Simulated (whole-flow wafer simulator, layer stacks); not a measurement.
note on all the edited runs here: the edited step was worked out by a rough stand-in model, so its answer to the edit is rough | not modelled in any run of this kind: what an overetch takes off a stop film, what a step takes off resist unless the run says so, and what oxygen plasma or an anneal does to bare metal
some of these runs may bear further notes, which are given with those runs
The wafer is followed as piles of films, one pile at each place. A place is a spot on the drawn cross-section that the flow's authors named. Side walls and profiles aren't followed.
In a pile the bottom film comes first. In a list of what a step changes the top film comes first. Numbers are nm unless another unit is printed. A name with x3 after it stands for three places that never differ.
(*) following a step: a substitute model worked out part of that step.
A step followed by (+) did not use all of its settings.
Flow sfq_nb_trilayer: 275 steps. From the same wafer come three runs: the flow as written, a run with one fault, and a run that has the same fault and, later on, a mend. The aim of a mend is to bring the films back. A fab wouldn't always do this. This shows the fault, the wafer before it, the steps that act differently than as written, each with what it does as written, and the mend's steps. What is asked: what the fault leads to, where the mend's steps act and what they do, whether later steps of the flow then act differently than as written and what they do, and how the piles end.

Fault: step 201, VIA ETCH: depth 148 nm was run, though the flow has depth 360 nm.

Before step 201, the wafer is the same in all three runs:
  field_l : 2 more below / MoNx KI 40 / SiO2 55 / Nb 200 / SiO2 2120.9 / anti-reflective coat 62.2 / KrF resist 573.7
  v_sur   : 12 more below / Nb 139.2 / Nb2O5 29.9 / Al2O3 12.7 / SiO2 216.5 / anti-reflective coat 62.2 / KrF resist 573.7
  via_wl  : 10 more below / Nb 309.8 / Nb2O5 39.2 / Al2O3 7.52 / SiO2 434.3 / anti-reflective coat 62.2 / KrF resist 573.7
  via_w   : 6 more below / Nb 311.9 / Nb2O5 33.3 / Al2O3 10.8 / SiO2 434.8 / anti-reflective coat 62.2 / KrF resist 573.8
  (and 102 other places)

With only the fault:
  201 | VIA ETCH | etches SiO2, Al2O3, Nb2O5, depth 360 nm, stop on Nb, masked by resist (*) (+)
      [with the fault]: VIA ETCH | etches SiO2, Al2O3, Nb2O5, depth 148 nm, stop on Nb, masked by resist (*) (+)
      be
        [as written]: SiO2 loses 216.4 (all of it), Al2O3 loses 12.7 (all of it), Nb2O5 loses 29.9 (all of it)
        [with the fault]: SiO2 loses 148
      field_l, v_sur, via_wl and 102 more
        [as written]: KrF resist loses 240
        [with the fault]: KrF resist loses 98.7
  Steps further on in the flow that do not act as written (6 more steps, not shown, differ only slightly: by at most 2% or 0.5 nm, whichever is larger):
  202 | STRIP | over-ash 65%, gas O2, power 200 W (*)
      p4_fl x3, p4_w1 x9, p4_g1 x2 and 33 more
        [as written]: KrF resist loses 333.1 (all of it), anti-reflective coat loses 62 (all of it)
        [with the fault]: KrF resist loses 474.5 (all of it), anti-reflective coat loses 62 (all of it)
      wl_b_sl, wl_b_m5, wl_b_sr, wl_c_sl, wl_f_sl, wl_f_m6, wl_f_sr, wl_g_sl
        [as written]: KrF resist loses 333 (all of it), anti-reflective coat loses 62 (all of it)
        [with the fault]: KrF resist loses 474.3 (all of it), anti-reflective coat loses 62 (all of it)
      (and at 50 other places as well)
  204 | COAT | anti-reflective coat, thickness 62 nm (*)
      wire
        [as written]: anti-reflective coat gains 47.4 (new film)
        [with the fault]: anti-reflective coat gains 50.7 (new film)
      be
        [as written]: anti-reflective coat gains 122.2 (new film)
        [with the fault]: anti-reflective coat gains 105.8 (new film)
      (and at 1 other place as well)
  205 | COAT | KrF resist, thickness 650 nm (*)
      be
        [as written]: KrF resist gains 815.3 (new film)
        [with the fault]: KrF resist gains 736 (new film)
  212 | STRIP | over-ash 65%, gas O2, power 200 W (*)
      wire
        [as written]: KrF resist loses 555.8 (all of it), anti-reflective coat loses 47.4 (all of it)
        [with the fault]: KrF resist loses 562 (all of it), anti-reflective coat loses 50.7 (all of it)
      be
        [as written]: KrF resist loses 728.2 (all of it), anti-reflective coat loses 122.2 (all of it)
        [with the fault]: KrF resist loses 648.8 (all of it), anti-reflective coat loses 105.8 (all of it)
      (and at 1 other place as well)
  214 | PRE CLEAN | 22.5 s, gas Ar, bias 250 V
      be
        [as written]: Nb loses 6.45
        [with the fault]: SiO2 loses 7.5
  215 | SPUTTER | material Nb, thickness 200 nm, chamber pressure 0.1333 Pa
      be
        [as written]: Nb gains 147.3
        [with the fault]: Nb gains 173.4 (new film)
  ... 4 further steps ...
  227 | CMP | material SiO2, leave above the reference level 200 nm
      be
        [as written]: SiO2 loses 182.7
        [with the fault]: SiO2 loses 157.1
  By the end, the piles at be depart from the flow's by more than 2% or 0.5 nm, whichever is larger.
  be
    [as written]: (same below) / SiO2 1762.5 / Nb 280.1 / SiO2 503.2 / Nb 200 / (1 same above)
    [with the fault]: (same below) / SiO2 1762.5 / Nb 139.2 / Nb2O5 29.9 / Al2O3 12.7 / SiO2 60.9 / Nb 173.4 / SiO2 367.2 / Nb 200 / (1 same above)

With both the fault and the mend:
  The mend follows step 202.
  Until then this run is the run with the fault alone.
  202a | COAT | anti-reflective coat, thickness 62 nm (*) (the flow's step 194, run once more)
      p4_fl x3, p4_w1 x9, p4_g1 x2 and 50 more
        anti-reflective coat gains 62 (new film)
      field_l, v_sur, via_wl, gap, wl_a_sl, wl_a_m6, wl_a_sr, wl_g_sr
        anti-reflective coat gains 61.9 (new film)
      lsp_r, l0_sur, l0v
        anti-reflective coat gains 62.1 (new film)
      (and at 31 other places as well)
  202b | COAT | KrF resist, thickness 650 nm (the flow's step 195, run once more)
      p4_fl x3, p4_w1 x9, p4_g1 x2 and 33 more
        KrF resist gains 650 (new film)
      wl_b_m5, wl_b_sr, wl_c_sl and 12 more
        KrF resist gains 649.9 (new film)
      v_sur, via_wl, wl_a_sr, wl_g_sr
        KrF resist gains 649.7 (new film)
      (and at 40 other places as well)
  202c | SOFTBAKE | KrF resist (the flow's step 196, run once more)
      leaves every film unchanged at each place that is followed
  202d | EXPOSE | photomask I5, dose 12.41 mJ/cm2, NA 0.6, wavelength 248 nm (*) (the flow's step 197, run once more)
      leaves every film unchanged at each place that is followed
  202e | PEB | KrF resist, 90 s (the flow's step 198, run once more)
      field_l, v_sur, via_wl and 84 more
        KrF resist loses 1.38
      via_sp, via_v, wire, gap
        KrF resist loses 1.37
      ce_l, moat, field_r, wl_jj
        KrF resist loses 1.39
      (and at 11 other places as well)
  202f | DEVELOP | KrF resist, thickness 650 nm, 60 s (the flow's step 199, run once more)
      field_l, v_sur, via_wl and 102 more
        KrF resist loses 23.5
      be
        KrF resist loses 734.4 (all of it)
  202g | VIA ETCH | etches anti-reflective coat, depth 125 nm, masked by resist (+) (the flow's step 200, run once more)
      field_l, v_sur, via_wl and 102 more
        KrF resist loses 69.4
      be
        anti-reflective coat loses 105.8 (all of it), SiO2 loses 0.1
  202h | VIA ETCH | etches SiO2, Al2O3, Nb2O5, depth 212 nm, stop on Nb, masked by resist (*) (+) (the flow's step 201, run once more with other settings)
      field_l, v_sur, via_wl and 102 more
        KrF resist loses 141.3
      be
        SiO2 loses 68.3 (all of it), Al2O3 loses 12.7 (all of it), Nb2O5 loses 29.9 (all of it)
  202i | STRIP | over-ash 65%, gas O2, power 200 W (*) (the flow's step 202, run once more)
      p4_fl x3, p4_w1 x9, p4_g1 x2 and 33 more
        KrF resist loses 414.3 (all of it), anti-reflective coat loses 62 (all of it)
      wl_b_m5, wl_b_sr, wl_c_sl and 12 more
        KrF resist loses 414.2 (all of it), anti-reflective coat loses 62 (all of it)
      v_sur, wl_a_sr, wl_g_sr
        KrF resist loses 414.1 (all of it), anti-reflective coat loses 61.9 (all of it)
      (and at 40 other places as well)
  None of the later steps of the flow acts differently than as written at any place that is followed.
  At every place that both follow, the piles at the end match the flow's.
